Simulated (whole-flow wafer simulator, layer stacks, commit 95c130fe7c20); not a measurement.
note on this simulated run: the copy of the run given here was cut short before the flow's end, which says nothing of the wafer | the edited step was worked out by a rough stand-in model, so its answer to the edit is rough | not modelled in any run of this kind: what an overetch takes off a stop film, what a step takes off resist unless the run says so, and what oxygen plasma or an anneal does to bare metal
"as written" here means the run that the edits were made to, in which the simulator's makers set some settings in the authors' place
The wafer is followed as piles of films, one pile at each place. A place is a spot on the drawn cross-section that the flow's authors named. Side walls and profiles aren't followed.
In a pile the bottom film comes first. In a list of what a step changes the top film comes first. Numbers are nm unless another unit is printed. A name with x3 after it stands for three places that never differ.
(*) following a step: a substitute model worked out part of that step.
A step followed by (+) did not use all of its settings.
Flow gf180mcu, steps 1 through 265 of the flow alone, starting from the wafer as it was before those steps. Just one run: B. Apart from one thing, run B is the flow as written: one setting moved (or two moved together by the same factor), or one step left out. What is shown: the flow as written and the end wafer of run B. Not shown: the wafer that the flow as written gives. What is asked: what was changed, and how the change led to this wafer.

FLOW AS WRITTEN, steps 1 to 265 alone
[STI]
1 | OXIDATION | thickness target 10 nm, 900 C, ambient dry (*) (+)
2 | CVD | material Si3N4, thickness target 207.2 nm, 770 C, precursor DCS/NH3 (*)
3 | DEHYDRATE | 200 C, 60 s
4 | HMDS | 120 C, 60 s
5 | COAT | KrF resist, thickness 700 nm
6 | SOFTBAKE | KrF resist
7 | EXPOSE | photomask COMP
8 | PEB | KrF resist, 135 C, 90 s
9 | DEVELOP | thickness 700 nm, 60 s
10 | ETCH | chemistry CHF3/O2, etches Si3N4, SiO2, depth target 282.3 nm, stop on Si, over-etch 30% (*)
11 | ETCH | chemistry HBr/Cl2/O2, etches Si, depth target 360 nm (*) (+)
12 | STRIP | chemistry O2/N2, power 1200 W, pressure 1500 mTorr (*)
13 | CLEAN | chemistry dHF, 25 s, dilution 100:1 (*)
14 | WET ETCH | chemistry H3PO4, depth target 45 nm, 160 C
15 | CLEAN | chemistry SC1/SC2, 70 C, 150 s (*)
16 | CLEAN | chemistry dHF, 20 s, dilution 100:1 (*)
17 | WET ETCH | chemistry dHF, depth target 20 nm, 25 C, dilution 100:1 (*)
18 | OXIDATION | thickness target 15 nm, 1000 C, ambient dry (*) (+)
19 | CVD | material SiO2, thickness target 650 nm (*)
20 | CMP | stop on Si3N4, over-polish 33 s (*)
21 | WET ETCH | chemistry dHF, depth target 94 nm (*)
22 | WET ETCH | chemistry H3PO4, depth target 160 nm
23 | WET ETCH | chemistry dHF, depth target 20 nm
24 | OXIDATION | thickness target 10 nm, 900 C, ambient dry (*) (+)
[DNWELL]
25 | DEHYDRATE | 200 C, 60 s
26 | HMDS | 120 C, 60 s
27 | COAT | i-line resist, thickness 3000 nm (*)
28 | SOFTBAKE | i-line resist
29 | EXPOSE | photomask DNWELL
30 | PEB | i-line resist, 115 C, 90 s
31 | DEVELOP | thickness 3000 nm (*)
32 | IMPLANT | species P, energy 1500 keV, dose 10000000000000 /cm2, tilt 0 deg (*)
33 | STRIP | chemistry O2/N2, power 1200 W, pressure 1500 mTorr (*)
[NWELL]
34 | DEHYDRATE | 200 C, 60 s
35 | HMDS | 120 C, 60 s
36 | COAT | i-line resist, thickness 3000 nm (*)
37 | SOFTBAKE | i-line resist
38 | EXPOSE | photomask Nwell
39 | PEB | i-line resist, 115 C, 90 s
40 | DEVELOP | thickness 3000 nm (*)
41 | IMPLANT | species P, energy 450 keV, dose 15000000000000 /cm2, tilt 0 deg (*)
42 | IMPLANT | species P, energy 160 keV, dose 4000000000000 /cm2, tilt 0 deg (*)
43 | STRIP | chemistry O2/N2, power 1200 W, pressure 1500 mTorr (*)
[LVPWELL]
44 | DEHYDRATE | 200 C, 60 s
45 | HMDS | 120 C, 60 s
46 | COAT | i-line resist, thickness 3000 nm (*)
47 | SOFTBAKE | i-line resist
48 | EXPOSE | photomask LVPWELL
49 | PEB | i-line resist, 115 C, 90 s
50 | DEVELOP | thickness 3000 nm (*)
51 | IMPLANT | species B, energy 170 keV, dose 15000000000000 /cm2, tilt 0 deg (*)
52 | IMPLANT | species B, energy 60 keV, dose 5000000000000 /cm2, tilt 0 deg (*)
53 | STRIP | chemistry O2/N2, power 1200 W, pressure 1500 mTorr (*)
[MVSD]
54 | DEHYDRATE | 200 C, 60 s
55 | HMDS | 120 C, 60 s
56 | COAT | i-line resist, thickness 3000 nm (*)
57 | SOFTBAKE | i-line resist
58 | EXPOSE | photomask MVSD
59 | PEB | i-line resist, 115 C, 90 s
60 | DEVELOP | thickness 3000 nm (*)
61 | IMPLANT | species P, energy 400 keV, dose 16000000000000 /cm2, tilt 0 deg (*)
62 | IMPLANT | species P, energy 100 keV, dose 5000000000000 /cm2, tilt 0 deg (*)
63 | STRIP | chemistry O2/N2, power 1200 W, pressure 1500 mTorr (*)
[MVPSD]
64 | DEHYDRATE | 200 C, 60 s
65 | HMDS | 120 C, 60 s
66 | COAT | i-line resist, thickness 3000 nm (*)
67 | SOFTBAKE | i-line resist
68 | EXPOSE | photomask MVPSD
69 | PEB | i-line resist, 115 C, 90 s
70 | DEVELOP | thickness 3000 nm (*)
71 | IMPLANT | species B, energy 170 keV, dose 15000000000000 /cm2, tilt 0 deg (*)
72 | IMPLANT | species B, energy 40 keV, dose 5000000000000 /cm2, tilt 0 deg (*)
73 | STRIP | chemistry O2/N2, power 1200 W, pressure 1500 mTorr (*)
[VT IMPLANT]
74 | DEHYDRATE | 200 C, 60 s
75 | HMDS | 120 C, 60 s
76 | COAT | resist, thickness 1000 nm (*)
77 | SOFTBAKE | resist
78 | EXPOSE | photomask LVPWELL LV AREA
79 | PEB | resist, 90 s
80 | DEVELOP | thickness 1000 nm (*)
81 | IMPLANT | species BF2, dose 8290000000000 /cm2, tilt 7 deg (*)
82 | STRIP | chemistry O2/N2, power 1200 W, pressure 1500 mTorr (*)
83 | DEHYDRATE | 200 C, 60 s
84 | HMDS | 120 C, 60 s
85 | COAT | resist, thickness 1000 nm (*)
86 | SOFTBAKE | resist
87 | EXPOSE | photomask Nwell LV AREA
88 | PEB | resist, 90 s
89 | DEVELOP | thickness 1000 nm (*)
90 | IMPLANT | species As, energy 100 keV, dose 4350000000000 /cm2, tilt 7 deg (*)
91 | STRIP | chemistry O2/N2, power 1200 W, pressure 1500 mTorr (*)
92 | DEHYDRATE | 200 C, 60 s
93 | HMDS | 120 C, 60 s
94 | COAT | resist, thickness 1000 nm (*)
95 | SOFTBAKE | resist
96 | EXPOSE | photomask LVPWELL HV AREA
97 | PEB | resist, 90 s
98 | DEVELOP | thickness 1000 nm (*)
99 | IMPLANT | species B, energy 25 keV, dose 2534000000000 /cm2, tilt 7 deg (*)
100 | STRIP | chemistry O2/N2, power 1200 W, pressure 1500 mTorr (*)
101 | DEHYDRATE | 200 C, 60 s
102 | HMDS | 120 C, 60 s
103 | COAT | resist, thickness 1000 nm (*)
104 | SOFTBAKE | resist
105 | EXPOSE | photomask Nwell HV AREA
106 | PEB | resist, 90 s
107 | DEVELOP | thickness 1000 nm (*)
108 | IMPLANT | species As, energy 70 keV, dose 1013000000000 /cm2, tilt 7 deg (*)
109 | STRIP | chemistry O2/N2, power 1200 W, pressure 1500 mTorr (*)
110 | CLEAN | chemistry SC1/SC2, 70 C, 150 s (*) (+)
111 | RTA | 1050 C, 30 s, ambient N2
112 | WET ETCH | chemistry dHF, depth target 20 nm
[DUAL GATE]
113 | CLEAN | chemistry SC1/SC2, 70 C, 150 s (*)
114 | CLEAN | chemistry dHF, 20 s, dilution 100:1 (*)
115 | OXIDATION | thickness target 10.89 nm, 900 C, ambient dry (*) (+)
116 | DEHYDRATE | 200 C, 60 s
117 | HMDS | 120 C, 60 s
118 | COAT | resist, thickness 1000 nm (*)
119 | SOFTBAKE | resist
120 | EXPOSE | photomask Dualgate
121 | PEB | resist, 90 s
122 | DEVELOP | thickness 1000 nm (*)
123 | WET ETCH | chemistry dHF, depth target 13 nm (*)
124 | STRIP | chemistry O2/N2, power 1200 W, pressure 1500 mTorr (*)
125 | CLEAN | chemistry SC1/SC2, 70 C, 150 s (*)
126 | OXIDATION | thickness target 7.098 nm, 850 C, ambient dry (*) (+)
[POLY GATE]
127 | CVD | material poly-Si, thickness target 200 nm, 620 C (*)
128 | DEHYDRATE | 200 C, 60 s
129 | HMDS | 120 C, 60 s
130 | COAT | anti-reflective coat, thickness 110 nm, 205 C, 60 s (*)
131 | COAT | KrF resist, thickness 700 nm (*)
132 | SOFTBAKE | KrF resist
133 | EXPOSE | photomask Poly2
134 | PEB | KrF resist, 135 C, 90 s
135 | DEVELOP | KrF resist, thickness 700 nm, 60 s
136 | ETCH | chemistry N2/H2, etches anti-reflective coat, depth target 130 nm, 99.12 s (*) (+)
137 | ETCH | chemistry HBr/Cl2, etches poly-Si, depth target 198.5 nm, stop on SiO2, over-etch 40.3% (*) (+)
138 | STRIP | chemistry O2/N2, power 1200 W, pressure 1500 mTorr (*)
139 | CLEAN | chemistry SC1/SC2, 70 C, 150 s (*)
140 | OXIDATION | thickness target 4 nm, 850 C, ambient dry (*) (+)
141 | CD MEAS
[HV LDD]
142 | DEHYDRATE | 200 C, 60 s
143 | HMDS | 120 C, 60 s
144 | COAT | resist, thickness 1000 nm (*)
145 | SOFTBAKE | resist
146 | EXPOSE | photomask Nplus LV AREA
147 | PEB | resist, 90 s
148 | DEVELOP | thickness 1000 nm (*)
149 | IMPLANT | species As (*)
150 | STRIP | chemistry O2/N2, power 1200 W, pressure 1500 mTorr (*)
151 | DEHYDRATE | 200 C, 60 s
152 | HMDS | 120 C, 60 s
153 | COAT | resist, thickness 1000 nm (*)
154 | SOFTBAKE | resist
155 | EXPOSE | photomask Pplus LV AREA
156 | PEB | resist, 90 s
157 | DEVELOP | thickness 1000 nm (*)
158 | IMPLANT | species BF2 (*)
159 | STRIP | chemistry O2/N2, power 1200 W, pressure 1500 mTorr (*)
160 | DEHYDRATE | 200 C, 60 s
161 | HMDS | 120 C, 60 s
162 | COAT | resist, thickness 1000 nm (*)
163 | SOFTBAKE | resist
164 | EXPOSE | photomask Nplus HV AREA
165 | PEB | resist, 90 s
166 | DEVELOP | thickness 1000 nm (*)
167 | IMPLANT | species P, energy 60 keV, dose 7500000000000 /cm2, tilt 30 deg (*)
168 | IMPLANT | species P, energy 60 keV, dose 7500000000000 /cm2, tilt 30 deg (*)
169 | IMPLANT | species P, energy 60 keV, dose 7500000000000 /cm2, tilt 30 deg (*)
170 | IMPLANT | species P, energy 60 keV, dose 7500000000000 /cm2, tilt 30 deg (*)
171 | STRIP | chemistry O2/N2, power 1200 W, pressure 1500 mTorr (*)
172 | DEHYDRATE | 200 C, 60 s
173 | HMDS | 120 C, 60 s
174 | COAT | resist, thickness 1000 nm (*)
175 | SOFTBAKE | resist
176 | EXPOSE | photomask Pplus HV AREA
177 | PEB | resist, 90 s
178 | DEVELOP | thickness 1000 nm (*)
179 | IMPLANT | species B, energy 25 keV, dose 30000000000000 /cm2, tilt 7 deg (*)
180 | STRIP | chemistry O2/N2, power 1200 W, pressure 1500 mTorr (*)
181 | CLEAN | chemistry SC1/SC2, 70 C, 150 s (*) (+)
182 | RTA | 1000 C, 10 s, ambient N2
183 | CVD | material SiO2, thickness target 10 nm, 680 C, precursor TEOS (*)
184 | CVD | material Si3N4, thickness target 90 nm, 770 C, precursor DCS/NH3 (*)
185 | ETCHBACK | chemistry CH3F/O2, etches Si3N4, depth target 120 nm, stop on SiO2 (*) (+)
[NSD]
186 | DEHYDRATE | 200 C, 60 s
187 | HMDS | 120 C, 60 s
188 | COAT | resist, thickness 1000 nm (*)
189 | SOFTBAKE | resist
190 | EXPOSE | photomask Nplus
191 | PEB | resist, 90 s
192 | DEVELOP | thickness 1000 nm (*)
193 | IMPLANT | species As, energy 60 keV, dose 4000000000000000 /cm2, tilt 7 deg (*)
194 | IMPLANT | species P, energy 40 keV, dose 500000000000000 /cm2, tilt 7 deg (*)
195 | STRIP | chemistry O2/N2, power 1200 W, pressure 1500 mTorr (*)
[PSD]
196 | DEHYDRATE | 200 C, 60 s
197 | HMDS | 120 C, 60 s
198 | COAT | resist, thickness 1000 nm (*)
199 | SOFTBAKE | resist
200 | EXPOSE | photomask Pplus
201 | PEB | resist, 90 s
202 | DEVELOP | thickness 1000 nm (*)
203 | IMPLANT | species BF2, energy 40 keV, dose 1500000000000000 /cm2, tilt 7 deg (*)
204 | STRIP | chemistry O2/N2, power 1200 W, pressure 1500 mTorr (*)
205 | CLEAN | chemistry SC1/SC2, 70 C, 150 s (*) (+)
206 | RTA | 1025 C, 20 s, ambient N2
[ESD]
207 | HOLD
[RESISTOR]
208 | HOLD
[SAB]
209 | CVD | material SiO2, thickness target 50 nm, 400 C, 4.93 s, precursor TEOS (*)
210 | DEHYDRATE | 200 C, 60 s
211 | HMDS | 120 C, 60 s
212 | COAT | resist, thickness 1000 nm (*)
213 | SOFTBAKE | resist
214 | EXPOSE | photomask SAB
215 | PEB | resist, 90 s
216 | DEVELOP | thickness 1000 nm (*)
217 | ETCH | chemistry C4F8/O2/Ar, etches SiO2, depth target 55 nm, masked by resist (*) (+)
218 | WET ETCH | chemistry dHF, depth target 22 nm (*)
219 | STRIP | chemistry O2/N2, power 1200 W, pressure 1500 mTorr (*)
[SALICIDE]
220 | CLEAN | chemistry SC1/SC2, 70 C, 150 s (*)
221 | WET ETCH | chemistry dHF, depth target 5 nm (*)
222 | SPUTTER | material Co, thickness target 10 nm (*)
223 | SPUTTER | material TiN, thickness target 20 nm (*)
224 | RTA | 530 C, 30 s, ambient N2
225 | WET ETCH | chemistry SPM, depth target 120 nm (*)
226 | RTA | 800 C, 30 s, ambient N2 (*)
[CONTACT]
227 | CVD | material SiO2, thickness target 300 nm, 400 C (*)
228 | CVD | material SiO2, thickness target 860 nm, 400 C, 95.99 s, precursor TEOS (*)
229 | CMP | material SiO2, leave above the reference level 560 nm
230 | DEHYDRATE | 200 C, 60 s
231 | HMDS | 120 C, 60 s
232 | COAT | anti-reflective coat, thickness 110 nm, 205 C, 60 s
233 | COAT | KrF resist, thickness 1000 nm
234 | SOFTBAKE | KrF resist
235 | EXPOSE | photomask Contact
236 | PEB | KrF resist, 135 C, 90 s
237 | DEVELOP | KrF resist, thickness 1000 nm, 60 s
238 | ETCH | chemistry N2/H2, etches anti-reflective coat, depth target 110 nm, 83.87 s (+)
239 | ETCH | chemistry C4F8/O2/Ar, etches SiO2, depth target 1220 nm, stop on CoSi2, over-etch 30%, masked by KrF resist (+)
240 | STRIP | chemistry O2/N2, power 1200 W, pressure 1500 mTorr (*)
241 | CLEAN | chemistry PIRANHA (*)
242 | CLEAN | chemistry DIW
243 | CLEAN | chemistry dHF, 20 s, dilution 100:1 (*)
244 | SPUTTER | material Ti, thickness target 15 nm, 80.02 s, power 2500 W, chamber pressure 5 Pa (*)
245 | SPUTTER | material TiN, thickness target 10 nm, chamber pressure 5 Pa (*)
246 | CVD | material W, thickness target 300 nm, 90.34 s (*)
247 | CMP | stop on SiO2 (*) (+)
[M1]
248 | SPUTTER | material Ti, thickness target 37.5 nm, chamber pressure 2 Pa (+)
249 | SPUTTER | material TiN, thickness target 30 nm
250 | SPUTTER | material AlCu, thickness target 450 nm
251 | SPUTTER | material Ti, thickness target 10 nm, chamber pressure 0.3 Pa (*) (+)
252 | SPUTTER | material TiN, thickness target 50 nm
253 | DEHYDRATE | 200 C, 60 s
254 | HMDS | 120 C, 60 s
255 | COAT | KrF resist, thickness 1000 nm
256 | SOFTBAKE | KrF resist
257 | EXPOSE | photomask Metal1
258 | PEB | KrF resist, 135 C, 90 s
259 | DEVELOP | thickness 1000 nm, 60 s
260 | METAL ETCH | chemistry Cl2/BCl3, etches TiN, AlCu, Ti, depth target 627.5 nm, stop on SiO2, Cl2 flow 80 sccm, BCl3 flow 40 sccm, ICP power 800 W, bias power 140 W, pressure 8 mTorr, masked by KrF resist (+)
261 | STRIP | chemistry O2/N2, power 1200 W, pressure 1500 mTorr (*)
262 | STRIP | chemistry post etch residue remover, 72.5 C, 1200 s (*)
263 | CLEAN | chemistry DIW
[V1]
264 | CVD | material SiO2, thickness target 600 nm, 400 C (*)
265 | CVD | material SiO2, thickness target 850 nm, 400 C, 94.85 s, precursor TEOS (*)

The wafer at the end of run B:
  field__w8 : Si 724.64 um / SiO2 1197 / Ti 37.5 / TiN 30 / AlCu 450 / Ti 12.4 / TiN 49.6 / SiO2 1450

What caused this: step 251, SPUTTER: thickness target 12.4 nm was run, whereas the flow has thickness target 10 nm.
One can read it off the wafer: field__w8 has Ti 12.4, and step 251 as written asks for 10 nm.

How this came from the change, step by step:
  251 | SPUTTER | material Ti, thickness target 10 nm, chamber pressure 0.3 Pa (*) (+)
      field, field__w1, field__w2 and 108 more: Ti gains 12.4 (new film) (it would be, as written: Ti gains 10 (new film))
  260 | METAL ETCH | chemistry Cl2/BCl3, etches TiN, AlCu, Ti, depth target 627.5 nm, stop on SiO2, Cl2 flow 80 sccm, BCl3 flow 40 sccm, ICP power 800 W, bias power 140 W, pressure 8 mTorr, masked by KrF resist (+)
      field, field__w1, field__w2 and 99 more: TiN loses 50 (all of it), Ti loses 12.4 (all of it), AlCu loses 450 (all of it), TiN loses 30 (all of it), Ti loses 37.5 (all of it) (it would be, as written: TiN loses 50 (all of it), Ti loses 10 (all of it), AlCu loses 450 (all of it), TiN loses 30 (all of it), Ti loses 37.5 (all of it))
